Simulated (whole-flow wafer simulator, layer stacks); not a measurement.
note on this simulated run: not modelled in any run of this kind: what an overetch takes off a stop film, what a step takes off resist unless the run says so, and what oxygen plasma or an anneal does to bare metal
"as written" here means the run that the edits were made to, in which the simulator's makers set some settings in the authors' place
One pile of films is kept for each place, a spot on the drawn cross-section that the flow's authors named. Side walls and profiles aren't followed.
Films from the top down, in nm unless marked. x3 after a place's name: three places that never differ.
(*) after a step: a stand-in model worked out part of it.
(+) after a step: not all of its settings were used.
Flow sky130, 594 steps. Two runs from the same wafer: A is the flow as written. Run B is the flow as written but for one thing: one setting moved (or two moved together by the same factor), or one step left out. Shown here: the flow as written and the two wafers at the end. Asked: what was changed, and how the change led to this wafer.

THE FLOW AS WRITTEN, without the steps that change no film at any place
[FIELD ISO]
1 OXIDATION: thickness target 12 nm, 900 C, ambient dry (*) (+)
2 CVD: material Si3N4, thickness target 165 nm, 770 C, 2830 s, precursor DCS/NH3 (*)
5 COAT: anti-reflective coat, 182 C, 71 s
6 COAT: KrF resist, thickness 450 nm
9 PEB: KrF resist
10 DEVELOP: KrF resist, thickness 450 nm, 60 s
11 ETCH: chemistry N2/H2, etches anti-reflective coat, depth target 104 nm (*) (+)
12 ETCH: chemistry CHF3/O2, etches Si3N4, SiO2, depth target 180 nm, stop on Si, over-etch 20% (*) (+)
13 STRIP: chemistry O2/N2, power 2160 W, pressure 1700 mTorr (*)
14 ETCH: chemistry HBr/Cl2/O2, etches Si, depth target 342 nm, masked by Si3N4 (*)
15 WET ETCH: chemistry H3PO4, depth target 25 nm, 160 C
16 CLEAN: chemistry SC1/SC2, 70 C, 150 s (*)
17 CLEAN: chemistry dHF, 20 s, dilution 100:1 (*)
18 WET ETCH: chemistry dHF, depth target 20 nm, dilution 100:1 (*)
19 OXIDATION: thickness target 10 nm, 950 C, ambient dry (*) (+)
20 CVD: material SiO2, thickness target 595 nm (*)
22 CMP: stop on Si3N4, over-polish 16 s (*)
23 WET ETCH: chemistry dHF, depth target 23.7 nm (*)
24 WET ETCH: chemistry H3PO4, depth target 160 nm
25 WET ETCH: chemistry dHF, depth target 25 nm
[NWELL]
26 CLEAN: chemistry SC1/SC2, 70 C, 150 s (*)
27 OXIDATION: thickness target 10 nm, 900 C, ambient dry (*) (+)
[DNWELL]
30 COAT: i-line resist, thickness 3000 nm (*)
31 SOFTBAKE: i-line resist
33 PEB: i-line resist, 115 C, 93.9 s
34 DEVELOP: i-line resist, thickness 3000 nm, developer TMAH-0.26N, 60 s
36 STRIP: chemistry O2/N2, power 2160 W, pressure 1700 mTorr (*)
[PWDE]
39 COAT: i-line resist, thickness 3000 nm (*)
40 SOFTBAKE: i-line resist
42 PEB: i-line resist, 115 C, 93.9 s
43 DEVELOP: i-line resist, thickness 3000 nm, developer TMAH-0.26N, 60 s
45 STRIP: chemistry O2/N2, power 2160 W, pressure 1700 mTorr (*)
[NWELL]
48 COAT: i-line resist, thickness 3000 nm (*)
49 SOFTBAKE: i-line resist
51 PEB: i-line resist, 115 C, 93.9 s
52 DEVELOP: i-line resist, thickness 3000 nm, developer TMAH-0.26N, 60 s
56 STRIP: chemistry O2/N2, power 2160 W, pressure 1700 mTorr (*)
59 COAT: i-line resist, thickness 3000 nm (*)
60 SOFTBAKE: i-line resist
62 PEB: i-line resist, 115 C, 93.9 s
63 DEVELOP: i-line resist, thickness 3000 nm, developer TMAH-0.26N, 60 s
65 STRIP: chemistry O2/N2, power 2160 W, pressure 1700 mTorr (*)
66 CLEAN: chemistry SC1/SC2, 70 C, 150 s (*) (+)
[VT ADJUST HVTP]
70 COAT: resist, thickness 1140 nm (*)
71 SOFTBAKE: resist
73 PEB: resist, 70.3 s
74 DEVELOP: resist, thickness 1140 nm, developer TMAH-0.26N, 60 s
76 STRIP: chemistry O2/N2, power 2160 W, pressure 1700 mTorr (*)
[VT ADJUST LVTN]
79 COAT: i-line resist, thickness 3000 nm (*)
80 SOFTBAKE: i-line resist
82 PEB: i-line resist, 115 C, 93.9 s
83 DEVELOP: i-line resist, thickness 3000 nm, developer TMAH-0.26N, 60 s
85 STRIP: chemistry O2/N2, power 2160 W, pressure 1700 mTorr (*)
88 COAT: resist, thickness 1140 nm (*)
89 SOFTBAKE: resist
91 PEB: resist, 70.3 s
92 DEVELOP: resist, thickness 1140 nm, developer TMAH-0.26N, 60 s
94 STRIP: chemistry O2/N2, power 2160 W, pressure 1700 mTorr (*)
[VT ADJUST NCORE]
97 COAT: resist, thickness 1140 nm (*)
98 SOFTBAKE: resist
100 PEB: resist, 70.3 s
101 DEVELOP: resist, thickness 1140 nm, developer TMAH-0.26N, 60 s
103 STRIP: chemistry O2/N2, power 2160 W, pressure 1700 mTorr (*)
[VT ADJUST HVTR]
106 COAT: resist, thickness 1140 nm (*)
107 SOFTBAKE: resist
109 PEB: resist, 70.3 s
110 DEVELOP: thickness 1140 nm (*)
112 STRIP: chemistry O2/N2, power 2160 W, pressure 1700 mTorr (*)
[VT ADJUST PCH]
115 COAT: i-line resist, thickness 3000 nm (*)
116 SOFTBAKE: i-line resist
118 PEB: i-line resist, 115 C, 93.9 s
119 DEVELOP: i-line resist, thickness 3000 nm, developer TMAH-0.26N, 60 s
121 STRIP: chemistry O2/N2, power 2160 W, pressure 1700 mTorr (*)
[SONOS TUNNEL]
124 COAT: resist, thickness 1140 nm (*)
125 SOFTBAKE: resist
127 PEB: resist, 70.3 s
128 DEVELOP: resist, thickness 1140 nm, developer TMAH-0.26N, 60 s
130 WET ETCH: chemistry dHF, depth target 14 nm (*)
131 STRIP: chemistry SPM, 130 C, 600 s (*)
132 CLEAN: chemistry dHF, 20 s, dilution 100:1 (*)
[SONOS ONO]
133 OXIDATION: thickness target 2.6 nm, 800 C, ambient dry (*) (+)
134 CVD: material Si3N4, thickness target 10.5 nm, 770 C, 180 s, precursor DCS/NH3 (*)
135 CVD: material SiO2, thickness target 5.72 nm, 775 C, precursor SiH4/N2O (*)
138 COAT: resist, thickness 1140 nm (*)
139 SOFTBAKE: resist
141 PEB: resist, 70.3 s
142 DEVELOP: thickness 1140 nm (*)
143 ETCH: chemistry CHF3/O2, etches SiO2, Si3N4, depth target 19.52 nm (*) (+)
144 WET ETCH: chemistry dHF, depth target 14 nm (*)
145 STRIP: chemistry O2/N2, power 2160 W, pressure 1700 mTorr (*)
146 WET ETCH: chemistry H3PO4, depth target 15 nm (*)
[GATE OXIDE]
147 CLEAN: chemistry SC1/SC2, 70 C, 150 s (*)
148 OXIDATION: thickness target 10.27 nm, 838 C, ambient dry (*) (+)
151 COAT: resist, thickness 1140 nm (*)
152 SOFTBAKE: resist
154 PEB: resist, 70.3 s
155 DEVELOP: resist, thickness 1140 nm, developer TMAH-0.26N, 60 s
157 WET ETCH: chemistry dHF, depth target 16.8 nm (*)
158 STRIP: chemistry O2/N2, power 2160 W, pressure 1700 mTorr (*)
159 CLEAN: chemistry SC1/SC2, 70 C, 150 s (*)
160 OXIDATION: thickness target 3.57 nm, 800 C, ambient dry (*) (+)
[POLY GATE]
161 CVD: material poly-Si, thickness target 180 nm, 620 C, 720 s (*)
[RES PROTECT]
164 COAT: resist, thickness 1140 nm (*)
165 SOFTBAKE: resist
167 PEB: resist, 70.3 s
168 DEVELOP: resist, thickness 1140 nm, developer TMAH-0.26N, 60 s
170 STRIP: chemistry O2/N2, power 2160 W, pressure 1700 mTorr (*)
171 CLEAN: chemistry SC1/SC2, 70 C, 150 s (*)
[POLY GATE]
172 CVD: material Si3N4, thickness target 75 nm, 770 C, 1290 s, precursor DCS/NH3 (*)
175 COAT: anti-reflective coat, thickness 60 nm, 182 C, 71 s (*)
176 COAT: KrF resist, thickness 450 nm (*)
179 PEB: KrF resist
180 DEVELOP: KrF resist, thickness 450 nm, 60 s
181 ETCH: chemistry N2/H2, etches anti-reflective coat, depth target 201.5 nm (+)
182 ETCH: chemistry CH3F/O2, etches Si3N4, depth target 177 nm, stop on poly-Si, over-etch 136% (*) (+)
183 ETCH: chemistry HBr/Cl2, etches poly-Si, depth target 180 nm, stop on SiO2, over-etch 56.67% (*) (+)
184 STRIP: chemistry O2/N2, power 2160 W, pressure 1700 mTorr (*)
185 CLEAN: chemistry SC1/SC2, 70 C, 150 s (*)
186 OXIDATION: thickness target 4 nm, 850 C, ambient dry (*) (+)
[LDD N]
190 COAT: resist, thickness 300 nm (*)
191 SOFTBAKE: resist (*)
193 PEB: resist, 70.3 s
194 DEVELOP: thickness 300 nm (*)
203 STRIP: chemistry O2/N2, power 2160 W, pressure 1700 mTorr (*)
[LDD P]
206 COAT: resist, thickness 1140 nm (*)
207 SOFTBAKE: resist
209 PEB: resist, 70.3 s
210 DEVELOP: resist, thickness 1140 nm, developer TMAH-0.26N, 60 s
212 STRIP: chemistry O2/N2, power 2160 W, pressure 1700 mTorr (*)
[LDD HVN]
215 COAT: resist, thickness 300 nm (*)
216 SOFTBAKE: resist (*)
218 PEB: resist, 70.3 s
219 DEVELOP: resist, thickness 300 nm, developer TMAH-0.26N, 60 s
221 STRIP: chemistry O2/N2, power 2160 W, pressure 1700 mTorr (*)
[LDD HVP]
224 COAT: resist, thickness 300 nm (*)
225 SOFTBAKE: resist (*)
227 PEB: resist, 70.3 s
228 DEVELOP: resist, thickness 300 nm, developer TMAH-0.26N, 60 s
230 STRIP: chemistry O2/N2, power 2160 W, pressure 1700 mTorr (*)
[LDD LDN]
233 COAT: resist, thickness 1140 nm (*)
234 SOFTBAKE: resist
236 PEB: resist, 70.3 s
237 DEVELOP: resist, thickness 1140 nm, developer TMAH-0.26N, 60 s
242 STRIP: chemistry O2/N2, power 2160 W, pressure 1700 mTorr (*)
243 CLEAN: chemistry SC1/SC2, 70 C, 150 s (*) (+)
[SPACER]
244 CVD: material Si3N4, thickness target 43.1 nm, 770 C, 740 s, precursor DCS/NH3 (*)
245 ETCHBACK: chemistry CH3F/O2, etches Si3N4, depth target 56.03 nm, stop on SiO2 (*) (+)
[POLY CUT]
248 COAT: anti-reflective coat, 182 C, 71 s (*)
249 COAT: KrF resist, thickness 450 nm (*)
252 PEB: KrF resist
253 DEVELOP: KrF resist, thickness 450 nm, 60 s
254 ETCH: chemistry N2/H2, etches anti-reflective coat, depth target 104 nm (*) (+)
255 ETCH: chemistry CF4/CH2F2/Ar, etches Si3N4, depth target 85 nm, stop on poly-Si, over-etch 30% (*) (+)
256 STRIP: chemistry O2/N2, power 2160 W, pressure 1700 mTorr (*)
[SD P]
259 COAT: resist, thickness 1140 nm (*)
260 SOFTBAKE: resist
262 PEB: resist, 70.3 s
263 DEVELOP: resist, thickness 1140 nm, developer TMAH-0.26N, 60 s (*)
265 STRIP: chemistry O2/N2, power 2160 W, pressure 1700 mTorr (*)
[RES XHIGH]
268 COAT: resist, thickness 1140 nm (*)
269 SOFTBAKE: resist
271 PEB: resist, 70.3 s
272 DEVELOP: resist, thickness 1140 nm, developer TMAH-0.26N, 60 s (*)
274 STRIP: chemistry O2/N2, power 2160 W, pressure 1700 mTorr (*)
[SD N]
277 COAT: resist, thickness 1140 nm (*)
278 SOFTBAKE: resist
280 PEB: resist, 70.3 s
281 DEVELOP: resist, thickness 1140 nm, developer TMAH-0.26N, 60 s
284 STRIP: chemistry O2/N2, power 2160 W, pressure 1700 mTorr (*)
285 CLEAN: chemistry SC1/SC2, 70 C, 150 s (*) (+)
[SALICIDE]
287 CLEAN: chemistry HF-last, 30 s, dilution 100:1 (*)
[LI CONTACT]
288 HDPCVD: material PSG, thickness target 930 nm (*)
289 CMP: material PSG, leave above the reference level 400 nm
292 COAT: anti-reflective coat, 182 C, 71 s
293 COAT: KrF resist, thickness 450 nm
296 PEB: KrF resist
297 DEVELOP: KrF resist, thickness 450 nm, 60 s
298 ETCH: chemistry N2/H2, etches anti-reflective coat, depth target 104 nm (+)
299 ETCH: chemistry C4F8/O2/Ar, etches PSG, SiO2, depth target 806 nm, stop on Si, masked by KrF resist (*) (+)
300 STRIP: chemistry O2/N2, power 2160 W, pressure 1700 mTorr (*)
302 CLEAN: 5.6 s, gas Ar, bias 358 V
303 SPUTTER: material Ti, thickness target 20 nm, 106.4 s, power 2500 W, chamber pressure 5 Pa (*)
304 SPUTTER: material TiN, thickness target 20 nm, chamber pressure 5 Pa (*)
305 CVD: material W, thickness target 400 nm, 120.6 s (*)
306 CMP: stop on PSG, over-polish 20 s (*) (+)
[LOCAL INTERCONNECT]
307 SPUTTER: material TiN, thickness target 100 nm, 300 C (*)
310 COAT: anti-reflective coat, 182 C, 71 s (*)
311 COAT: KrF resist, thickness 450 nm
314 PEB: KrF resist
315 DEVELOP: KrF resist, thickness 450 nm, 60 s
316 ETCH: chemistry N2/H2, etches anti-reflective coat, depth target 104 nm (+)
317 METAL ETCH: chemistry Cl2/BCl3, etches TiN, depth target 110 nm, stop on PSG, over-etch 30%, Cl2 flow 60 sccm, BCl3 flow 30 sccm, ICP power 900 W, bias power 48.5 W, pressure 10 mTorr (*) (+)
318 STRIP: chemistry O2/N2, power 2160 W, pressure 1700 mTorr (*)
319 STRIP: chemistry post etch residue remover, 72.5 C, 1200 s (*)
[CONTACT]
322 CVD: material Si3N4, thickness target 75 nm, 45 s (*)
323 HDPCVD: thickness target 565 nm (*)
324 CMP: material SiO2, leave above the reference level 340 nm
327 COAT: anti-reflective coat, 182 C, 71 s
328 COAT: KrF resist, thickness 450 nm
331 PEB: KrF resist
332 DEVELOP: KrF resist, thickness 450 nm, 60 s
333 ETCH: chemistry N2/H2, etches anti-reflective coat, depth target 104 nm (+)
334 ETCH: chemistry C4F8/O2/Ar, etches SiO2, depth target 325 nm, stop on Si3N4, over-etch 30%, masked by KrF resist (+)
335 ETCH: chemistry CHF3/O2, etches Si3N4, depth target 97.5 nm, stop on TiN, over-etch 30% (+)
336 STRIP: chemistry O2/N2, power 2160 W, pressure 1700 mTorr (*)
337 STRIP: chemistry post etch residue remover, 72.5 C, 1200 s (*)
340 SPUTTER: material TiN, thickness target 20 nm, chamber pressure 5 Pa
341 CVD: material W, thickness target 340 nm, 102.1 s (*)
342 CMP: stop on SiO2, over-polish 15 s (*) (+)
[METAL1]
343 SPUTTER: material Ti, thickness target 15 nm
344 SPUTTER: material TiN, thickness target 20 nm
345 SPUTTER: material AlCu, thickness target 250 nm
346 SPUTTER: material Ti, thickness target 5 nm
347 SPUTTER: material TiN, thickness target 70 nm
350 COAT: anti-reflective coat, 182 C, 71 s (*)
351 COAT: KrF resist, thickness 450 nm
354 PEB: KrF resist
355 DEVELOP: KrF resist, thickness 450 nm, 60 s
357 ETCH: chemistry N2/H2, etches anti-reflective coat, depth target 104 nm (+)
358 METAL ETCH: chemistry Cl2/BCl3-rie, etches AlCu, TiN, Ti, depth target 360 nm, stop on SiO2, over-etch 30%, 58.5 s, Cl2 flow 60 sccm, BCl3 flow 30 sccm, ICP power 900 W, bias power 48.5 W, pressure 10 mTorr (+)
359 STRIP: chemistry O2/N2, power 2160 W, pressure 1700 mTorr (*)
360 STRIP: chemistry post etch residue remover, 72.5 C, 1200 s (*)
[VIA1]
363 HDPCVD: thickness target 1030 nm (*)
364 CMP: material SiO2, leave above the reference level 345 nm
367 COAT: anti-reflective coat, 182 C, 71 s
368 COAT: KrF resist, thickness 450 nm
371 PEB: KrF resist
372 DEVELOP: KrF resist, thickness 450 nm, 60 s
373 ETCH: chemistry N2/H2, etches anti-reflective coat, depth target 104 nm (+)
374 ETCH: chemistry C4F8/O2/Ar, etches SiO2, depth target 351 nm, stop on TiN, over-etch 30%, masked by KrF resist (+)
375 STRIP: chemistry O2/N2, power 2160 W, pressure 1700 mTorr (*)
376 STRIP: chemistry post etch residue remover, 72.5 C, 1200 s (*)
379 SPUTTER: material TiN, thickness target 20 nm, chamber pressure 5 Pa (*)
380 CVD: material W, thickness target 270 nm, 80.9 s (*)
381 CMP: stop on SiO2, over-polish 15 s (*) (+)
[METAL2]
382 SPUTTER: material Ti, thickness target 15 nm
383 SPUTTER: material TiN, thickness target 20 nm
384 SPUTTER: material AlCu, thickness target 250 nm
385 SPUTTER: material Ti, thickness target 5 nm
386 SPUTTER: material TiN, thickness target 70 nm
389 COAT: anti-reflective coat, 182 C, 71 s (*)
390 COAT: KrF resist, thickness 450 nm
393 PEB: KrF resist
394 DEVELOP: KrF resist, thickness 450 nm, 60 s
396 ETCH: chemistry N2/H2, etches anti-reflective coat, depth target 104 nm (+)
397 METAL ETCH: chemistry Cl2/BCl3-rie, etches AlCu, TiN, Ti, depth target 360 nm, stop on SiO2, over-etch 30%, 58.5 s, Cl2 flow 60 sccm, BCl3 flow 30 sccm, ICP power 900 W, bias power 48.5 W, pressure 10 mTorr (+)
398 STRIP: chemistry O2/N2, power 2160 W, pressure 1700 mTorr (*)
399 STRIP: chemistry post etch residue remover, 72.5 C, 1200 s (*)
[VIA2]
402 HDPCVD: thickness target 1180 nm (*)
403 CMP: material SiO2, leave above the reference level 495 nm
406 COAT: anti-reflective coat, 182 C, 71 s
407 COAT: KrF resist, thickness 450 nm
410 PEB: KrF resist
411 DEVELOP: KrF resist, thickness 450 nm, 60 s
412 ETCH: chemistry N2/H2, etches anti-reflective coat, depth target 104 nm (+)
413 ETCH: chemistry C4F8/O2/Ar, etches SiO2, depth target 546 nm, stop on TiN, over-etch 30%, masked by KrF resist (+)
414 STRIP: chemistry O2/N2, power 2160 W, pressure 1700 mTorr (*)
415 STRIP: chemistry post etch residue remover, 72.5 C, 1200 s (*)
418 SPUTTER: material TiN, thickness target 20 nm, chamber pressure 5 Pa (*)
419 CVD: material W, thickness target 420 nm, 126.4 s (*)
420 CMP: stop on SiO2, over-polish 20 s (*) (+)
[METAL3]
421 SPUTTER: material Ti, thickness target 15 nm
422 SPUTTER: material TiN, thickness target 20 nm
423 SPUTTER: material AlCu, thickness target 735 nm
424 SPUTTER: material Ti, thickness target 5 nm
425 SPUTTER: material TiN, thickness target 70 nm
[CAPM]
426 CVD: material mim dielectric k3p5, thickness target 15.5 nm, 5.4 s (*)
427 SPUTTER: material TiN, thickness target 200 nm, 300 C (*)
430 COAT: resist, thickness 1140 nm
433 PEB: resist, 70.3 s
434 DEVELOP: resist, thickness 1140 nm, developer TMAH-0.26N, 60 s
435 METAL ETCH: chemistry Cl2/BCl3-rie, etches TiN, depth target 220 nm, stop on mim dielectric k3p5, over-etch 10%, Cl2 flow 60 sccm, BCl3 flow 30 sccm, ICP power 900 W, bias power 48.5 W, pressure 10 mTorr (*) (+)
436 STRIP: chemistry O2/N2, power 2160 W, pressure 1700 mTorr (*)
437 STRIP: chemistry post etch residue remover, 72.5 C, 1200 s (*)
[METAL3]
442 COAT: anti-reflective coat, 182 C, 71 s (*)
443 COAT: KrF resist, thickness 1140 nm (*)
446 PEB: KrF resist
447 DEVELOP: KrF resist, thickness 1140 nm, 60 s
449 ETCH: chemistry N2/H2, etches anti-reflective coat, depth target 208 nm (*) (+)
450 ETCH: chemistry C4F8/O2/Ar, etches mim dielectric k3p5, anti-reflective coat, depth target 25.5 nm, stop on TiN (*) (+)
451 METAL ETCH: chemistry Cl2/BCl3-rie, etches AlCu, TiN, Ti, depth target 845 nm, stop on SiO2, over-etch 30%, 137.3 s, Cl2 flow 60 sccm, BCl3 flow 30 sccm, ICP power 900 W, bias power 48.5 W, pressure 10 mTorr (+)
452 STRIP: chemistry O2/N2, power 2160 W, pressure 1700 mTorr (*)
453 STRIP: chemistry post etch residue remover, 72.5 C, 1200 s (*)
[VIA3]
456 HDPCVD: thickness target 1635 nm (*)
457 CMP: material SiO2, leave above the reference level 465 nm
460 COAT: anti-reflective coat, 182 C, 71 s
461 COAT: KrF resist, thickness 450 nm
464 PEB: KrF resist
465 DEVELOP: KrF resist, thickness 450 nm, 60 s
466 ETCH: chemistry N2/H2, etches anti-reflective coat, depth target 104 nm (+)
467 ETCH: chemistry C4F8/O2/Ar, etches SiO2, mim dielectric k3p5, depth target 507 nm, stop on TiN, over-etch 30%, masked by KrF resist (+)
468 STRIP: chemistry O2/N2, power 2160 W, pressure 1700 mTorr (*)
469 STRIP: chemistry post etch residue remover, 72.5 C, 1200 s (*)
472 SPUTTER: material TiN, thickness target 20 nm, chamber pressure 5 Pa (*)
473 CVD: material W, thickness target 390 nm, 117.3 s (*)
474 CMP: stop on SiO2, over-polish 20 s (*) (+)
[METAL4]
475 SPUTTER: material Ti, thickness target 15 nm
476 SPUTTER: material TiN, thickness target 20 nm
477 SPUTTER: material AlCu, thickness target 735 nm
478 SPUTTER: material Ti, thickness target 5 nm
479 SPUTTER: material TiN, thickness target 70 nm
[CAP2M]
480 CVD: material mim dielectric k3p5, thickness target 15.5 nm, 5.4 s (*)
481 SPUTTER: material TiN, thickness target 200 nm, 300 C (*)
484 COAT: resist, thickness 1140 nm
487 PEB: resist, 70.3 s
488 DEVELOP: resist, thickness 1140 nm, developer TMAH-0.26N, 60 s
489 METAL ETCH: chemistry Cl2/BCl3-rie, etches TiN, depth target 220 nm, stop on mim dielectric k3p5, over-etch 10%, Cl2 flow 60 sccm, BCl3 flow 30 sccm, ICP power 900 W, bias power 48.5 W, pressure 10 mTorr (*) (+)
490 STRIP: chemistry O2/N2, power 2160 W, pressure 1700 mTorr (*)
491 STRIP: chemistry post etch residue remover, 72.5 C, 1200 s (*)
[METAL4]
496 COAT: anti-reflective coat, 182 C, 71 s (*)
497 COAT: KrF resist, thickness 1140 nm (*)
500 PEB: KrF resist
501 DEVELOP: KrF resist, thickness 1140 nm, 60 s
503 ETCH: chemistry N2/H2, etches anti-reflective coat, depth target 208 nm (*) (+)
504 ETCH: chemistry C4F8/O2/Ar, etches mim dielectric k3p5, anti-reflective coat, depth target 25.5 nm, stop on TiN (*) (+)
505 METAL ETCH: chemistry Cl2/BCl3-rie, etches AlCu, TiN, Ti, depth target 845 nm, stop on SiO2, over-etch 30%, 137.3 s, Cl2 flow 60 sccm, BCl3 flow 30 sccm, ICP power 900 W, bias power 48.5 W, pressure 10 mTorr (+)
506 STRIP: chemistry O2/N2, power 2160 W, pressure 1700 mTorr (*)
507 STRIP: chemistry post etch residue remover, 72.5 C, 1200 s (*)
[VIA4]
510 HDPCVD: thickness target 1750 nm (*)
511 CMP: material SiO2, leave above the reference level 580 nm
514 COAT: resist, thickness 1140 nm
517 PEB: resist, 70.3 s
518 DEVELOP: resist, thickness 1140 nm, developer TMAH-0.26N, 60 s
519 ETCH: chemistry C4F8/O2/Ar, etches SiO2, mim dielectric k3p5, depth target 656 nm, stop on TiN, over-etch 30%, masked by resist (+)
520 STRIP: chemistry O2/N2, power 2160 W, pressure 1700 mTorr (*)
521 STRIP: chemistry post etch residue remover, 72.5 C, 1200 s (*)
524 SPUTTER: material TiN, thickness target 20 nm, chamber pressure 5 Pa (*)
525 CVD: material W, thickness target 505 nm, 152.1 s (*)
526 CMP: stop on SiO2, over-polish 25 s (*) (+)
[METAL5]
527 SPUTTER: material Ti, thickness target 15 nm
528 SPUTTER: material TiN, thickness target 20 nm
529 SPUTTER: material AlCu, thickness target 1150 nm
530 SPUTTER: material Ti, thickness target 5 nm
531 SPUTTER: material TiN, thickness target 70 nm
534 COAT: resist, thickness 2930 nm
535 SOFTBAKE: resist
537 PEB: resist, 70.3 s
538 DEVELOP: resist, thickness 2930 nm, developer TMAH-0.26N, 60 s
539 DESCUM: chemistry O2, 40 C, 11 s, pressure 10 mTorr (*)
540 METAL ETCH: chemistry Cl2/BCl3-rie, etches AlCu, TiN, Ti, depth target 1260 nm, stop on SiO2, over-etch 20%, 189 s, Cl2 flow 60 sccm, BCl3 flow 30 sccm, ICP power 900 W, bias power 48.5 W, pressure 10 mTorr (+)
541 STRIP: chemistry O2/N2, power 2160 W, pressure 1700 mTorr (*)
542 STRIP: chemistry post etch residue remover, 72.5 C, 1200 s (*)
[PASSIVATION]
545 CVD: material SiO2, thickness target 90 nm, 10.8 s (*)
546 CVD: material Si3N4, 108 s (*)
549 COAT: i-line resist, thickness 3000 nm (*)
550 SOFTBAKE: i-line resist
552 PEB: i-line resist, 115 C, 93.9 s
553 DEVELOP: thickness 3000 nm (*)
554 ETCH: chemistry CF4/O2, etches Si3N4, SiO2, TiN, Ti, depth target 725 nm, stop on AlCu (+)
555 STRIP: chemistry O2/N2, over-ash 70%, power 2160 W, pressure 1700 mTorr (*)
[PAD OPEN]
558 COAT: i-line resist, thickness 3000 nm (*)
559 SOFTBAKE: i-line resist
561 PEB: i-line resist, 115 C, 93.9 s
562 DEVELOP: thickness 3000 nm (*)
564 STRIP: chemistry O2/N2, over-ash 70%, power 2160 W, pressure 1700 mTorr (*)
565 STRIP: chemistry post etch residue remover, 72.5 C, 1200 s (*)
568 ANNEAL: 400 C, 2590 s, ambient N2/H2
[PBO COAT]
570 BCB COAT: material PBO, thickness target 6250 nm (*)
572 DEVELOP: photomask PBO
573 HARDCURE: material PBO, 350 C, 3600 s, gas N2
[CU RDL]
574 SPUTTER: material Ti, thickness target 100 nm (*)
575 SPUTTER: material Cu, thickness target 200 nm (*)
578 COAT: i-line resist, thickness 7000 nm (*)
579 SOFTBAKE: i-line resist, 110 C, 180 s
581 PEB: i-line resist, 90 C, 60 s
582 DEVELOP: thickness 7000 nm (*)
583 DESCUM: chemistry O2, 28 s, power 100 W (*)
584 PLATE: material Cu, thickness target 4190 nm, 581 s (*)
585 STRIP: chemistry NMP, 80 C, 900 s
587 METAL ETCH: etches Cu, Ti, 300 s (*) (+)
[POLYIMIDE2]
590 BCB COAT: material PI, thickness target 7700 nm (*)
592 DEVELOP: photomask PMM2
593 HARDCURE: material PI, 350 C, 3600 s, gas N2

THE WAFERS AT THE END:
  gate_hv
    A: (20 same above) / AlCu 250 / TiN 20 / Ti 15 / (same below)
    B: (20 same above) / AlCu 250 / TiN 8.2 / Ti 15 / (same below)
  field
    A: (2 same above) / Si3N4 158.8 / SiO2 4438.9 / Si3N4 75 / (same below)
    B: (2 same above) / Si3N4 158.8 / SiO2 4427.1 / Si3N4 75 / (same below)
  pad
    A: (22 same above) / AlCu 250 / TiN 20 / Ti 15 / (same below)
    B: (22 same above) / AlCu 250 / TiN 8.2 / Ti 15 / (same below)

The cause: step 383, SPUTTER: thickness target 8.2 nm was run, where the flow has thickness target 20 nm.
It can be read off the wafer: gate_hv has TiN 8.2, and step 383 as written asks for 20 nm.

How the change led to this, step by step:
  383 SPUTTER: material TiN, thickness target 20 nm
      field, active, n_well and 188 more: A TiN +20 (new film) | B TiN +8.2 (new film)
  397 METAL ETCH: chemistry Cl2/BCl3-rie, etches AlCu, TiN, Ti, depth target 360 nm, stop on SiO2, over-etch 30%, 58.5 s, Cl2 flow 60 sccm, BCl3 flow 30 sccm, ICP power 900 W, bias power 48.5 W, pressure 10 mTorr (+)
      field, active, gate and 82 more: A TiN -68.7 (all of it), Ti -5 (all of it), AlCu -250 (all of it), TiN -20 (all of it), Ti -15 (all of it), SiO2 -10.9 | B TiN -68.7 (all of it), Ti -5 (all of it), AlCu -250 (all of it), TiN -8.2 (all of it), Ti -15 (all of it), SiO2 -12.1
  403 CMP: material SiO2, leave above the reference level 495 nm
      field, active, gate and 82 more: A SiO2 -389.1 | B SiO2 -399.7
